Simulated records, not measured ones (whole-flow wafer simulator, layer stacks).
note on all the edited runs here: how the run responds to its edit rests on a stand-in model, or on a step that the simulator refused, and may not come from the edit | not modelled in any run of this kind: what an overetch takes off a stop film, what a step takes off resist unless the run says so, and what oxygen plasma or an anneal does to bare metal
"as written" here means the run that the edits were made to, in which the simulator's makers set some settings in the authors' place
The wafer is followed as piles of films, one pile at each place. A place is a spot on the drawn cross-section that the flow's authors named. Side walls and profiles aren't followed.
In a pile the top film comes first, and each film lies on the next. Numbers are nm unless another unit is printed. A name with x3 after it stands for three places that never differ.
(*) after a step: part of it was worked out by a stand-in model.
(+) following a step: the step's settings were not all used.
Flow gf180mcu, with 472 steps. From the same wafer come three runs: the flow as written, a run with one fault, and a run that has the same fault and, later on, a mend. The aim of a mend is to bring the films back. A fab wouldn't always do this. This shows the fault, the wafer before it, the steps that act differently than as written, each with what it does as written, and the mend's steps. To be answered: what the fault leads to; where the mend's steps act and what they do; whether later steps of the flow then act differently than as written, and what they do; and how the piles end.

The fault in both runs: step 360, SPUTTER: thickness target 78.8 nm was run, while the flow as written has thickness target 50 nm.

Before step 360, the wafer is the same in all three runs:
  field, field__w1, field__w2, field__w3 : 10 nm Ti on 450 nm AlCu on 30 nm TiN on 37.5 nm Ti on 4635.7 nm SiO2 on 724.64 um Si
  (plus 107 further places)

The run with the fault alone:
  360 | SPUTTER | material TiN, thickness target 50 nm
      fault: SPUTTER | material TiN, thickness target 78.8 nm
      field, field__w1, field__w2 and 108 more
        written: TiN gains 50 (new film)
        fault: TiN gains 78.8 (new film)
  Steps further on in the flow that do not act as written (not shown: 3 more steps that differ only slightly, by at most 2% or 0.5 nm, whichever is larger):
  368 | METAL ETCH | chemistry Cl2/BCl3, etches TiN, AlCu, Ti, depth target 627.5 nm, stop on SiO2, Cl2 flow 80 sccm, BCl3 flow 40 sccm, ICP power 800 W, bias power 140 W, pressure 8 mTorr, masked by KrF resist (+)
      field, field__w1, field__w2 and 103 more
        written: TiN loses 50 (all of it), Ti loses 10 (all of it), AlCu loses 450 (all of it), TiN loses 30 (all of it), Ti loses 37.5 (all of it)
        fault: TiN loses 78.8 (all of it), Ti loses 10 (all of it), AlCu loses 450 (all of it), TiN loses 30 (all of it), Ti loses 37.5 (all of it)
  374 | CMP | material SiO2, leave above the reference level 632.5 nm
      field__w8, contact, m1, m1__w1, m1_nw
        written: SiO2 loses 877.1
        fault: SiO2 loses 905.9
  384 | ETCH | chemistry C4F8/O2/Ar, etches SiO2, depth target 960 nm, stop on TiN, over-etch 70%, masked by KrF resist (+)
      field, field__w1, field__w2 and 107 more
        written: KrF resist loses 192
        fault: KrF resist loses 184.8
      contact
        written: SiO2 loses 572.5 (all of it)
        fault: SiO2 loses 543.7 (all of it)
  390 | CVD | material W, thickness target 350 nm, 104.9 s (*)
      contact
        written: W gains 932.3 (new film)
        fault: W gains 903.2 (new film)
  The piles end different from the flow's at field__w8, contact, m1, m1__w1, m1_nw by more than 2% or 0.5 nm, whichever is larger.
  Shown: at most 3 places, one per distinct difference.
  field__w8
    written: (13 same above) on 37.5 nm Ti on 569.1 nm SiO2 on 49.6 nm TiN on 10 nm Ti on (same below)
    fault: (13 same above) on 37.5 nm Ti on 540.3 nm SiO2 on 78.4 nm TiN on 10 nm Ti on (same below)
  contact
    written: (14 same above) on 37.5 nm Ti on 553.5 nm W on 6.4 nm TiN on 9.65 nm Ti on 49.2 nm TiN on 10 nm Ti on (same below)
    fault: (14 same above) on 37.5 nm Ti on 524.4 nm W on 6.51 nm TiN on 9.82 nm Ti on 78 nm TiN on 10 nm Ti on (same below)

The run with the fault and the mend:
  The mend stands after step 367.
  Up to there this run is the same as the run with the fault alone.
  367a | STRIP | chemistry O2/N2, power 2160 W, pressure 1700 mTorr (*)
      field__w8, contact, m1, m1__w1, m1_nw
        KrF resist loses 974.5 (all of it)
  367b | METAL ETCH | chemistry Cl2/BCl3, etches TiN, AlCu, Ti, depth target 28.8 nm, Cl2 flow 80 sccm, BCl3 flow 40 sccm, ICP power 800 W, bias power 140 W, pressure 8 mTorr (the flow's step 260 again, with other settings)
      field, field__w1, field__w2 and 108 more
        TiN loses 28.8
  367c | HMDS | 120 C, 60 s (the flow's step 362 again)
      alters no film at any place that is followed
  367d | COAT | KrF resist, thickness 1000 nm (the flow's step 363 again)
      field, field__w1, field__w2 and 108 more
        KrF resist gains 1000 (new film)
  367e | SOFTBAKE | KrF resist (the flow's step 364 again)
      alters no film at any place that is followed
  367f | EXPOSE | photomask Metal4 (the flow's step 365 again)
      alters no film at any place that is followed
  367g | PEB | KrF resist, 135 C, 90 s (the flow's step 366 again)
      field, field__w1, field__w2 and 108 more
        KrF resist loses 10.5
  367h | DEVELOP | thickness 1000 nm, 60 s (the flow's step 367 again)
      field, field__w1, field__w2 and 103 more
        KrF resist loses 989.5 (all of it)
      field__w8, contact, m1, m1__w1, m1_nw
        KrF resist loses 14.9
  Every later step of the flow that is run acts as written at every place that is followed.
  At every place that both follow, the piles at the end match the flow's.
